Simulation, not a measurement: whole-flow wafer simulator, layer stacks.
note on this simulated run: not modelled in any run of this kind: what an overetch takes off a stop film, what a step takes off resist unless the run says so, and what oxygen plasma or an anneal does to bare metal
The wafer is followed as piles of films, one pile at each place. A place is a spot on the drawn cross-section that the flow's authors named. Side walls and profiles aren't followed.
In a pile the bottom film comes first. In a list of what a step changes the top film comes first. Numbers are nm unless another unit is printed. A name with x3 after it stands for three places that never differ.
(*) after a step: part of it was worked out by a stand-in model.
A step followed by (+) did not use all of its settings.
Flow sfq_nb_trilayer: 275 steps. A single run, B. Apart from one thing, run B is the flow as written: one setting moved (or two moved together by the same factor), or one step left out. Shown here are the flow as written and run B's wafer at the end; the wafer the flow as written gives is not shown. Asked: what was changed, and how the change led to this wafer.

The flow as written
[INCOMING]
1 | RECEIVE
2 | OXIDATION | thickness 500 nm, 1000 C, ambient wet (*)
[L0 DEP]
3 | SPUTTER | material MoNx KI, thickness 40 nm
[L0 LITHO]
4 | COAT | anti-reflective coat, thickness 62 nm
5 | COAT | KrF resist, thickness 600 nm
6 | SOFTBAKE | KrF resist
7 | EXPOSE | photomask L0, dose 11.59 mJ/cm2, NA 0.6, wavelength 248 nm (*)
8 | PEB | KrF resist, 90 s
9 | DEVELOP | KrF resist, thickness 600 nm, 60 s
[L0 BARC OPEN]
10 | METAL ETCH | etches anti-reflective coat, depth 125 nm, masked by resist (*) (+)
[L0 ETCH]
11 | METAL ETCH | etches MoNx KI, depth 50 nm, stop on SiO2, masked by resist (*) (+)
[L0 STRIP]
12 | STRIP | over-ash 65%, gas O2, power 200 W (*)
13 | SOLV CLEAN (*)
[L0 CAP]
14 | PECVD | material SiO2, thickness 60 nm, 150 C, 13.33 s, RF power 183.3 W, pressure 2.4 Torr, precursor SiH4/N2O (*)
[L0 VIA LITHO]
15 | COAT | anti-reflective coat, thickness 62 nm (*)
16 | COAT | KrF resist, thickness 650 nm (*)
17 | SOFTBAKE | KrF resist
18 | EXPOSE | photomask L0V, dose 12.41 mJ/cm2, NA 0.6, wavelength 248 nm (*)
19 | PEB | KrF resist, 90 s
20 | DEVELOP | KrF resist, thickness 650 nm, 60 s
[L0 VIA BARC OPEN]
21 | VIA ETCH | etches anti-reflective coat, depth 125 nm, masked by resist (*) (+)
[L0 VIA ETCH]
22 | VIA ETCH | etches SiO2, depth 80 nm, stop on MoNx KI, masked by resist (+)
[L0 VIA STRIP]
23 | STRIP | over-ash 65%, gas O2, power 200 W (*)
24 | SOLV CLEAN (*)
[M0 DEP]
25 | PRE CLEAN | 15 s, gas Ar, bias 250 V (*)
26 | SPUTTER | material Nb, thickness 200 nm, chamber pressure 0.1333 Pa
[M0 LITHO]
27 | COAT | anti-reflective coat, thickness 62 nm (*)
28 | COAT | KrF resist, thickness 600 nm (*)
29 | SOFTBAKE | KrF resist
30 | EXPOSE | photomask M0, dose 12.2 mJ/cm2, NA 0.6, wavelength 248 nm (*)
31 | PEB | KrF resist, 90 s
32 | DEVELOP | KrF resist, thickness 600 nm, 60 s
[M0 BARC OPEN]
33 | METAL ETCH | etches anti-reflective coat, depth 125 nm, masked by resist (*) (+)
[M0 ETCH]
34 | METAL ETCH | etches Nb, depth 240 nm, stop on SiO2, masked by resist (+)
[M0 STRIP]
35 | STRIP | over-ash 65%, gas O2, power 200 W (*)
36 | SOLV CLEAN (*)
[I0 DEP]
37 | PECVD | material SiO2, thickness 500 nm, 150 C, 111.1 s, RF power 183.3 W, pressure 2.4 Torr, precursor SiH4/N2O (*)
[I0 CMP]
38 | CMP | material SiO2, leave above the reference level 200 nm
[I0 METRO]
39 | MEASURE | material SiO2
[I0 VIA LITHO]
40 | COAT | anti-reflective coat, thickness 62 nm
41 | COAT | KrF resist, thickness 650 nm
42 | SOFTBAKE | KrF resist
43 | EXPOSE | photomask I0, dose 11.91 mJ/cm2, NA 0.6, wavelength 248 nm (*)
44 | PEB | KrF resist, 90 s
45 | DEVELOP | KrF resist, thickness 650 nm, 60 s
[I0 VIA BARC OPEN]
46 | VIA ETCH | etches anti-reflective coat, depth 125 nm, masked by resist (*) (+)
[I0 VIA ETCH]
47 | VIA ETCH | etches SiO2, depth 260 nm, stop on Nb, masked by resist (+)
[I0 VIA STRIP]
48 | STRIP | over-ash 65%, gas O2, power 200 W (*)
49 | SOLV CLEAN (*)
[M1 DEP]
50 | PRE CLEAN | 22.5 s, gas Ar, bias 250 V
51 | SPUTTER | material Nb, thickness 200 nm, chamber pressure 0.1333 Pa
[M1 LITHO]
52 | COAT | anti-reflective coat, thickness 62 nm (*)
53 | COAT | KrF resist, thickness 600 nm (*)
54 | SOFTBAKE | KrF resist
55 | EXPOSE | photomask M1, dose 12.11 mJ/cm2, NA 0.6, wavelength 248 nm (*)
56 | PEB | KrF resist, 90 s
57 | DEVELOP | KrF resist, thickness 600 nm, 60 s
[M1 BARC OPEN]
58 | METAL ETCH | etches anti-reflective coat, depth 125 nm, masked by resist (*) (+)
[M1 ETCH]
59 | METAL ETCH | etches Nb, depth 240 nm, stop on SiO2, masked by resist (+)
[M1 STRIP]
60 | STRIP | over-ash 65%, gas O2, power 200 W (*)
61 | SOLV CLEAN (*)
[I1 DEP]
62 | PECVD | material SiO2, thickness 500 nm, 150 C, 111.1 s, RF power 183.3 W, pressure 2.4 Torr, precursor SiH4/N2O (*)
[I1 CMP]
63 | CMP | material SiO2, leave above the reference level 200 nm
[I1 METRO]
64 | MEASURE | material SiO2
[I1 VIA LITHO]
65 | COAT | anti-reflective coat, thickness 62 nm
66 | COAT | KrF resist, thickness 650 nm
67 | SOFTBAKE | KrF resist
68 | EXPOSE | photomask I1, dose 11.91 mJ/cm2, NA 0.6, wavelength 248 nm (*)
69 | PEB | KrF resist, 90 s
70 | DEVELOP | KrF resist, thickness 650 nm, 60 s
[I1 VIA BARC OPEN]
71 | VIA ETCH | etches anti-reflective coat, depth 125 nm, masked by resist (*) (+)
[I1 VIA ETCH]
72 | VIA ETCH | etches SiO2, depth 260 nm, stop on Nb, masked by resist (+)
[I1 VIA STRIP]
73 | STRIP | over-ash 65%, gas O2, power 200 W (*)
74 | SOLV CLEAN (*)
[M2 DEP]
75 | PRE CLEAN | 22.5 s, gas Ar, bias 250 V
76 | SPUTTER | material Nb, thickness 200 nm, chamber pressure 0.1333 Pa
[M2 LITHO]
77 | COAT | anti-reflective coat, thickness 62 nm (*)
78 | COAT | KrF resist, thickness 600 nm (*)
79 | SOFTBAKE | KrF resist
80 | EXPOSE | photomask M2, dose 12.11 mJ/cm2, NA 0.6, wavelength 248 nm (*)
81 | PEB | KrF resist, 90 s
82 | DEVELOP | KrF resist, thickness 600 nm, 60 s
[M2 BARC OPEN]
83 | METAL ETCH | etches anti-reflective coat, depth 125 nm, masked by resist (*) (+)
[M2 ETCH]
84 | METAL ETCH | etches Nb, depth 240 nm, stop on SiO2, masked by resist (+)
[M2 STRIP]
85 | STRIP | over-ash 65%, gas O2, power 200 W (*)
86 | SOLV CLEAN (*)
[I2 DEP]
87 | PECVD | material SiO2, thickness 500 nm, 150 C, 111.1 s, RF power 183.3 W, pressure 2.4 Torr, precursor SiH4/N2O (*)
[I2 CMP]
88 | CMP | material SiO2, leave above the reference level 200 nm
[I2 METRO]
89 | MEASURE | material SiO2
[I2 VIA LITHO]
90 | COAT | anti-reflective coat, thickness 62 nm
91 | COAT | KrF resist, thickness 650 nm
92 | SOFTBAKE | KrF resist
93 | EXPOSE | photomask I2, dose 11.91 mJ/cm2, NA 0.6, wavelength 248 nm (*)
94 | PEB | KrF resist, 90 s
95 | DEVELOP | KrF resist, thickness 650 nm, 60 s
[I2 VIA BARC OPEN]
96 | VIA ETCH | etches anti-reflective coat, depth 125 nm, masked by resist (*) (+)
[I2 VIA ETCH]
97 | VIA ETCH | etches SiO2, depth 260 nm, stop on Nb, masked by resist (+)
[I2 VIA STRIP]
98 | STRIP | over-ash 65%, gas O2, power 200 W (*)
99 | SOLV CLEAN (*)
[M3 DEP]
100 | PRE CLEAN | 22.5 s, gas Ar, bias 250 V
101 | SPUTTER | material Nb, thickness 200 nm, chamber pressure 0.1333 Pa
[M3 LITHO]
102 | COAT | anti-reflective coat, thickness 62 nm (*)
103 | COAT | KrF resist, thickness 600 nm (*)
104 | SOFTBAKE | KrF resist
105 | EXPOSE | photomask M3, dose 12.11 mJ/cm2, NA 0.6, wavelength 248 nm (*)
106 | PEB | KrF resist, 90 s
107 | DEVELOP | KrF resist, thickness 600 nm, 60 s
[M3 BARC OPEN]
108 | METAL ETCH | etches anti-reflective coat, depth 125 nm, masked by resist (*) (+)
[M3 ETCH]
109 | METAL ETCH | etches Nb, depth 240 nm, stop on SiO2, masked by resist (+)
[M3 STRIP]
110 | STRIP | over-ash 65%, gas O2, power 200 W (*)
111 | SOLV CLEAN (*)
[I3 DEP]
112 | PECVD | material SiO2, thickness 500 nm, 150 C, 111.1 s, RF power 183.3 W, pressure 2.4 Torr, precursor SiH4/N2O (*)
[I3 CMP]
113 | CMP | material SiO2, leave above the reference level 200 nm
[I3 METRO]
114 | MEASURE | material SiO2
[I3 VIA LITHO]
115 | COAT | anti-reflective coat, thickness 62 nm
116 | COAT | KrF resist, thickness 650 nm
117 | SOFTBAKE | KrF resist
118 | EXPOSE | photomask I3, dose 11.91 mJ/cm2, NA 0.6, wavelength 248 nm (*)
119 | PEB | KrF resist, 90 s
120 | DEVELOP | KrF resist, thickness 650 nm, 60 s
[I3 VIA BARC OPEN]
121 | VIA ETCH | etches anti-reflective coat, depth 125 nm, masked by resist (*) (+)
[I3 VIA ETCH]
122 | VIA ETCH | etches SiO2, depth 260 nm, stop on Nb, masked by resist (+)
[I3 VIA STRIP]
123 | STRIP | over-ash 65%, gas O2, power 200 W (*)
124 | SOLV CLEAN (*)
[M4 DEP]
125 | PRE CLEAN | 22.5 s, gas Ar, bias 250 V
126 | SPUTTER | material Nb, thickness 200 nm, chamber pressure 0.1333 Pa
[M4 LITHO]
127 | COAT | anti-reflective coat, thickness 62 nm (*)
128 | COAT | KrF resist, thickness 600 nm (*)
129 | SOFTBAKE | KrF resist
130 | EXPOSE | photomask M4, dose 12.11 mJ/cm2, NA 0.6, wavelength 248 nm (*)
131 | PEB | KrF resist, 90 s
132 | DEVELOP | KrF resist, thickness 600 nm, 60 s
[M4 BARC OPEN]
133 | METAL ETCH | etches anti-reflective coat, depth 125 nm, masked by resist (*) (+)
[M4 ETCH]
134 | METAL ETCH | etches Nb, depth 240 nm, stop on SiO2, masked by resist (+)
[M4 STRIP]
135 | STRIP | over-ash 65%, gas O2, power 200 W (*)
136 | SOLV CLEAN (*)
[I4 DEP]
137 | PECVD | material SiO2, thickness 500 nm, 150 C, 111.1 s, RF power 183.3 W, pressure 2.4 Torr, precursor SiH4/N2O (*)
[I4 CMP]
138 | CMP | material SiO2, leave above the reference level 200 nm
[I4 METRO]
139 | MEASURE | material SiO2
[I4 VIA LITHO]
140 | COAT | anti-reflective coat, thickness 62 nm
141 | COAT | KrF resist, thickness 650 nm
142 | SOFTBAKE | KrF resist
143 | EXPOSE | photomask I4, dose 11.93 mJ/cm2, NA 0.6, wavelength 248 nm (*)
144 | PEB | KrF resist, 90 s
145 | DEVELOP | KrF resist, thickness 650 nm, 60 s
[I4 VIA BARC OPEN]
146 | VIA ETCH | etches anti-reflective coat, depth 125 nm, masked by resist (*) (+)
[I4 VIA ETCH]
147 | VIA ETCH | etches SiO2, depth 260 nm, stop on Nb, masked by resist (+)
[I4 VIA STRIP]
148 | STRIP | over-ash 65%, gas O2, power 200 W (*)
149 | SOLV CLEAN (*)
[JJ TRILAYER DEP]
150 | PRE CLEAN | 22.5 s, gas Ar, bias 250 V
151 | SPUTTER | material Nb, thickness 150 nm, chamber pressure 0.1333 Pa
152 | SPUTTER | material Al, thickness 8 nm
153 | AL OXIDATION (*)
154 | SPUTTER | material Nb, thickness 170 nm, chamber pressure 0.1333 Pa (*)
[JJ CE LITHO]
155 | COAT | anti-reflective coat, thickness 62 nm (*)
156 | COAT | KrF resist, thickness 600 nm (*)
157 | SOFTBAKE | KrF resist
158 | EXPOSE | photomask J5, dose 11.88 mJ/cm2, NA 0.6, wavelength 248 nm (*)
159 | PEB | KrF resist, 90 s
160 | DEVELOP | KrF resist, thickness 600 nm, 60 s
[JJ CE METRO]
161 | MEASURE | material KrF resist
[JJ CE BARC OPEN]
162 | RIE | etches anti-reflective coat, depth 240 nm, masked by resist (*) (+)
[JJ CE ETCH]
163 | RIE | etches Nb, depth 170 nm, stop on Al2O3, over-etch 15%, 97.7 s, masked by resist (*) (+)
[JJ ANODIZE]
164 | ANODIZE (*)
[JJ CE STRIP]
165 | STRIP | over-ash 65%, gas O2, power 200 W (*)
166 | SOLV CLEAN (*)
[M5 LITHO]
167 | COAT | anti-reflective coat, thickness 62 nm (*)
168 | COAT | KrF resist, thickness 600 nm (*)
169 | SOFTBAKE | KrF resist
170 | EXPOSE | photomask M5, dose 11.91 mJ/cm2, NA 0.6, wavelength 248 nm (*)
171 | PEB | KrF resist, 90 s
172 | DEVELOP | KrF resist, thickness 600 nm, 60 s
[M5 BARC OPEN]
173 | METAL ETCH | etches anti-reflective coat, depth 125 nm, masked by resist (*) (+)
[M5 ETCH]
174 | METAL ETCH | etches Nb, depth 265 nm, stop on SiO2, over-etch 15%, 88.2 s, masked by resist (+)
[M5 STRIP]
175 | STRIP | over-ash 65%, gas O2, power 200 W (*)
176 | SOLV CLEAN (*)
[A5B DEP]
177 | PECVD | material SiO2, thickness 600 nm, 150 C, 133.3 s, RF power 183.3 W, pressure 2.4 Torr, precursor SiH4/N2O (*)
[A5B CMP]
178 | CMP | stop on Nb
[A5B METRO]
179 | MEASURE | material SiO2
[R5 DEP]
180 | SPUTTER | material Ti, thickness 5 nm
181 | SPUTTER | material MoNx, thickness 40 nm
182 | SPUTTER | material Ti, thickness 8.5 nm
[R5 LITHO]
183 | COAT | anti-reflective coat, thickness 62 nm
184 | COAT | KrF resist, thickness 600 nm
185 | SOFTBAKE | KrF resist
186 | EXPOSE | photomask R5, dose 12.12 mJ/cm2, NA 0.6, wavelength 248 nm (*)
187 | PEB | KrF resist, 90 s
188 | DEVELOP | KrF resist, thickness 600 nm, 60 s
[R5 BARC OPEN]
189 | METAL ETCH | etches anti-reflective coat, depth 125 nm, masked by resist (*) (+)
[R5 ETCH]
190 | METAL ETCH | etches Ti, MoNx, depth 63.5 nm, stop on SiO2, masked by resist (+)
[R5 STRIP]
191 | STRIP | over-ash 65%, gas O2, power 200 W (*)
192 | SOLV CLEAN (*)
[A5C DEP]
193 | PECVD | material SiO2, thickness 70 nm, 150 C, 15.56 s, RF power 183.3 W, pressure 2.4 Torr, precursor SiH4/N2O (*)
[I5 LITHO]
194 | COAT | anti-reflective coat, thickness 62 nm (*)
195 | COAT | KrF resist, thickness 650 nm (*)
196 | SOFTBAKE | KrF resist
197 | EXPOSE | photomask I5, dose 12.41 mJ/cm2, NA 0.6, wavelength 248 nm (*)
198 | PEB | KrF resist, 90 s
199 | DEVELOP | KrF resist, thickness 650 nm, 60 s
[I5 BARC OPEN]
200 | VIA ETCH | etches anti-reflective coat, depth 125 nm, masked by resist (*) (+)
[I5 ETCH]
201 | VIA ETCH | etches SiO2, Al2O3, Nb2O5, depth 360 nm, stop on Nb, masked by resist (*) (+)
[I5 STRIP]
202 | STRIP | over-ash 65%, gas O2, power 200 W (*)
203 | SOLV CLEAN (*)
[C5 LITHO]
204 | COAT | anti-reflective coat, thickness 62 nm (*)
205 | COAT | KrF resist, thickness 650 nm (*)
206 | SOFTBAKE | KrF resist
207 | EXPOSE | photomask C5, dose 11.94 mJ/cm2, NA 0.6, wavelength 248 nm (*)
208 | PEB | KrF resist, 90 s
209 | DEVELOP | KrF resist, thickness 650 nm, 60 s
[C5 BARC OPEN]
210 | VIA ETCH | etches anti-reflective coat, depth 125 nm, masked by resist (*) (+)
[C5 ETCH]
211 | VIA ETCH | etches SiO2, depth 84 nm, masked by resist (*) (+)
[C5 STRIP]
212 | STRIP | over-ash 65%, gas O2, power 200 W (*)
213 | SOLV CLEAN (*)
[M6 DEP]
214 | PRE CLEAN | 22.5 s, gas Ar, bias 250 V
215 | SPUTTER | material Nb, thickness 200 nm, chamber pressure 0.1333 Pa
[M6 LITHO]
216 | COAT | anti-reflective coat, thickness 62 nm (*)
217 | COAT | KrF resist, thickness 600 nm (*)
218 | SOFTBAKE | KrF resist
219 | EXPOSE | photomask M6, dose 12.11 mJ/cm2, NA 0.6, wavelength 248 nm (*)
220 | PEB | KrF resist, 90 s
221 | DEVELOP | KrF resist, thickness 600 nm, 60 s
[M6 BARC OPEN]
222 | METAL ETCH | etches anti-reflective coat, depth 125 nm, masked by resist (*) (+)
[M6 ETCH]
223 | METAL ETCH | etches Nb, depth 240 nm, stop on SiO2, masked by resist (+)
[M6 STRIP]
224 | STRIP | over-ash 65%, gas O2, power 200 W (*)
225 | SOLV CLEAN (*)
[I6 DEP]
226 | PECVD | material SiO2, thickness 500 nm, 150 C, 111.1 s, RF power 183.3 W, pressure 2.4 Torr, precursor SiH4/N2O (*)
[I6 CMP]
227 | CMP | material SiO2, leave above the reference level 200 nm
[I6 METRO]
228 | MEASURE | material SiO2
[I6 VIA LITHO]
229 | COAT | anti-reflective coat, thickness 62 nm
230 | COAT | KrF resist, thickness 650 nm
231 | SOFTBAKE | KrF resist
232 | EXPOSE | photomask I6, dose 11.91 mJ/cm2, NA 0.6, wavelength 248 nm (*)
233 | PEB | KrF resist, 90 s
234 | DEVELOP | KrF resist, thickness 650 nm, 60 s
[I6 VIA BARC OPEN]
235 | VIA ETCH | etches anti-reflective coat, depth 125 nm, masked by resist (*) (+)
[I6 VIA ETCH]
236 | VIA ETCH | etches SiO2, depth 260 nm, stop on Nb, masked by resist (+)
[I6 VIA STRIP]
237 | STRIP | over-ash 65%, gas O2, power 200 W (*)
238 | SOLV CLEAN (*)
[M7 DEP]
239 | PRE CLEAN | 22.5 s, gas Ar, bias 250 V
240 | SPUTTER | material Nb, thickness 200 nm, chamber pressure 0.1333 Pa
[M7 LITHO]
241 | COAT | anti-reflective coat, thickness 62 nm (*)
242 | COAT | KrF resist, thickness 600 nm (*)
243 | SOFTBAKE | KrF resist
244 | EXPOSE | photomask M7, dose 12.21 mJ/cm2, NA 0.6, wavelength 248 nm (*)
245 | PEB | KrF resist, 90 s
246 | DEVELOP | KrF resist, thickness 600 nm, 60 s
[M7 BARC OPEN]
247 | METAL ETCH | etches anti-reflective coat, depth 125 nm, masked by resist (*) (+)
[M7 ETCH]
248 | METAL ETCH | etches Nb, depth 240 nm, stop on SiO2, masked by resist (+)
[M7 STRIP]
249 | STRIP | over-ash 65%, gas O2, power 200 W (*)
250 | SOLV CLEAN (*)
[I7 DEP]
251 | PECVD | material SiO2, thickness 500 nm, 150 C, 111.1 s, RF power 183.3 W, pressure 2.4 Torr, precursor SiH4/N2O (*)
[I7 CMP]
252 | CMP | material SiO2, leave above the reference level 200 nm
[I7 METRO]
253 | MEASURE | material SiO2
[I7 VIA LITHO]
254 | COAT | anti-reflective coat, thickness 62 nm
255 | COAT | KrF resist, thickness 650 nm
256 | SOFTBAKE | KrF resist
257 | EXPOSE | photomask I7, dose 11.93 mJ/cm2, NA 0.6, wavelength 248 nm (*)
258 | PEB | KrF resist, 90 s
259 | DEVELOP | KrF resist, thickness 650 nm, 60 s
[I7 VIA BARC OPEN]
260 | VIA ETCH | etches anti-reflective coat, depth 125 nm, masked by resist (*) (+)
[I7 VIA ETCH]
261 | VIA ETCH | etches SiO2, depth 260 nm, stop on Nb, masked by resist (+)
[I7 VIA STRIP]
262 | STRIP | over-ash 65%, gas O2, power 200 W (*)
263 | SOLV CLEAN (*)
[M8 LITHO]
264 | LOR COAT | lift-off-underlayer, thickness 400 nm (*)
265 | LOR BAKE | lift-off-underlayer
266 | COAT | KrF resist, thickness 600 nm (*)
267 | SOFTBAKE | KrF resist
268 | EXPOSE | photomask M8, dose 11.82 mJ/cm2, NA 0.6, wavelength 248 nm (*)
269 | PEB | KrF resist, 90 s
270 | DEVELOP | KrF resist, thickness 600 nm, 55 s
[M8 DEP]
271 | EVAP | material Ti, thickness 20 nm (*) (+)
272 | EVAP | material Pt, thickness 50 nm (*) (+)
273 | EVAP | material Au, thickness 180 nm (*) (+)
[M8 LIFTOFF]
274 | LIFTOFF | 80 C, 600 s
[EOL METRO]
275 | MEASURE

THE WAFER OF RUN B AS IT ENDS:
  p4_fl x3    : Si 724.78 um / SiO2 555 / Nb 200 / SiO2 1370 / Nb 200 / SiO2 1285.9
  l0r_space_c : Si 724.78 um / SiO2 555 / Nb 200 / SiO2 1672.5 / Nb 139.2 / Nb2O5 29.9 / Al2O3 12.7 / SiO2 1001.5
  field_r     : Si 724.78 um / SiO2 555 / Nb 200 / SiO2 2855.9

Cause: step 138, CMP: leave above the reference level 110 nm was run, though the flow has leave above the reference level 200 nm.

The path from the change to this, step by step:
  138 | CMP | material SiO2, leave above the reference level 200 nm
      field_l, be, be_sur and 55 more: SiO2 loses 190 (as written it would have been: SiO2 loses 100)
      v_sur, via_wl, via_w and 35 more: SiO2 loses 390 (as written it would have been: SiO2 loses 300)
      (and at 10 other places as well)
  147 | VIA ETCH | etches SiO2, depth 260 nm, stop on Nb, masked by resist (+)
      field_l, v_sur, via_sp and 100 more: KrF resist loses 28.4 (as written it would have been: KrF resist loses 44.8)
      via_wl, via_w, via_wr: SiO2 loses 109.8 (all of it) (as written it would have been: SiO2 loses 199.8 (all of it))
  148 | STRIP | over-ash 65%, gas O2, power 200 W (*)
      field_l, v_sur, via_sp and 100 more: KrF resist loses 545 (all of it), anti-reflective coat loses 62 (all of it) (as written it would have been: KrF resist loses 528.6 (all of it), anti-reflective coat loses 62 (all of it))
  151 | SPUTTER | material Nb, thickness 150 nm, chamber pressure 0.1333 Pa
      via_wl, via_w, via_wr: Nb gains 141 (as written it would have been: Nb gains 130.4)
  152 | SPUTTER | material Al, thickness 8 nm
      via_wl, via_wr: Al gains 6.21 (new film) (as written it would have been: Al gains 5.14 (new film))
      via_w: Al gains 7.85 (new film) (as written it would have been: Al gains 7.12 (new film))
  154 | SPUTTER | material Nb, thickness 170 nm, chamber pressure 0.1333 Pa (*)
      via_wl, via_wr: Nb gains 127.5 (new film) (as written it would have been: Nb gains 140.7 (new film))
      via_w: Nb gains 167.3 (new film) (as written it would have been: Nb gains 141 (new film))
  155 | COAT | anti-reflective coat, thickness 62 nm (*)
      via_wl, via_wr: anti-reflective coat gains 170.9 (new film) (as written it would have been: anti-reflective coat gains 209.4 (new film))
      v_sur: anti-reflective coat gains 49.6 (new film) (as written it would have been: anti-reflective coat gains 45.1 (new film))
      (and at 2 other places as well)
  156 | COAT | KrF resist, thickness 600 nm (*)
      via_wl: KrF resist gains 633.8 (new film) (as written it would have been: KrF resist gains 663 (new film))
      via_w: KrF resist gains 670.8 (new film) (as written it would have been: KrF resist gains 763.8 (new film))
      (and at 1 other place as well)
  160 | DEVELOP | KrF resist, thickness 600 nm, 60 s
      via_wl: KrF resist loses 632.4 (all of it) (as written it would have been: KrF resist loses 661.6 (all of it))
      via_w: KrF resist loses 669.4 (all of it) (as written it would have been: KrF resist loses 762.1 (all of it))
      (and at 1 other place as well)
  162 | RIE | etches anti-reflective coat, depth 240 nm, masked by resist (*) (+)
      ce_l, c5j, ce_r, wl_jj: KrF resist loses 170.9 (as written it would have been: KrF resist loses 209.4)
      via_wl, via_wr: anti-reflective coat loses 170.9 (all of it) (as written it would have been: anti-reflective coat loses 209.4 (all of it))
      (and at 3 other places as well)
  163 | RIE | etches Nb, depth 170 nm, stop on Al2O3, over-etch 15%, 97.7 s, masked by resist (*) (+)
      via_w: Nb loses 167.3 (all of it), Al2O3 loses 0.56 (as written it would have been: Nb loses 141 (all of it), Al2O3 loses 0.96 (all of it))
      via_wl, via_wr: Nb loses 127.5 (all of it), Al2O3 loses 0.96 (all of it) (as written it would have been: Nb loses 140.7 (all of it), Al2O3 loses 0.96 (all of it))
  164 | ANODIZE (*)
      via_w: Al2O3 gains 12, Nb2O5 gains 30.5 (new film), Al loses 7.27 (all of it), Nb loses 11 (as written it would have been: Al2O3 gains 10.8 (new film), Nb2O5 gains 33.3 (new film), Al loses 6.54 (all of it), Nb loses 12)
      via_wl, via_wr: Al2O3 gains 9.29 (new film), Nb2O5 gains 36 (new film), Al loses 5.63 (all of it), Nb loses 13 (as written it would have been: Al2O3 gains 7.52 (new film), Nb2O5 gains 39.2 (new film), Al loses 4.56 (all of it), Nb loses 14.1)
  165 | STRIP | over-ash 65%, gas O2, power 200 W (*)
      ce_l: KrF resist loses 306 (all of it), anti-reflective coat loses 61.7 (all of it) (as written it would have been: KrF resist loses 266.8 (all of it), anti-reflective coat loses 61.4 (all of it))
      c5j: KrF resist loses 306 (all of it), anti-reflective coat loses 61.7 (all of it) (as written it would have been: KrF resist loses 266.9 (all of it), anti-reflective coat loses 61.5 (all of it))
      (and at 2 other places as well)
  167 | COAT | anti-reflective coat, thickness 62 nm (*)
      v_sur: anti-reflective coat gains 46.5 (new film) (as written it would have been: anti-reflective coat gains 44.9 (new film))
      via_wl: anti-reflective coat gains 107.9 (new film) (as written it would have been: anti-reflective coat gains 170.5 (new film))
      (and at 3 other places as well)
  168 | COAT | KrF resist, thickness 600 nm (*)
      v_sur: KrF resist gains 592.8 (new film) (as written it would have been: KrF resist gains 577.9 (new film))
      via_wl: KrF resist gains 641.2 (new film) (as written it would have been: KrF resist gains 656 (new film))
      (and at 2 other places as well)
  175 | STRIP | over-ash 65%, gas O2, power 200 W (*)
      v_sur: KrF resist loses 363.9 (all of it), anti-reflective coat loses 46.5 (all of it) (as written it would have been: KrF resist loses 349.2 (all of it), anti-reflective coat loses 44.9 (all of it))
      via_wl: KrF resist loses 412.2 (all of it), anti-reflective coat loses 107.9 (all of it) (as written it would have been: KrF resist loses 427 (all of it), anti-reflective coat loses 170.5 (all of it))
      (and at 3 other places as well)
  178 | CMP | stop on Nb
      via_wl, via_wr: SiO2 loses 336 (as written it would have been: SiO2 loses 235.7)
      via_w: SiO2 loses 335.6 (as written it would have been: SiO2 loses 235.2)
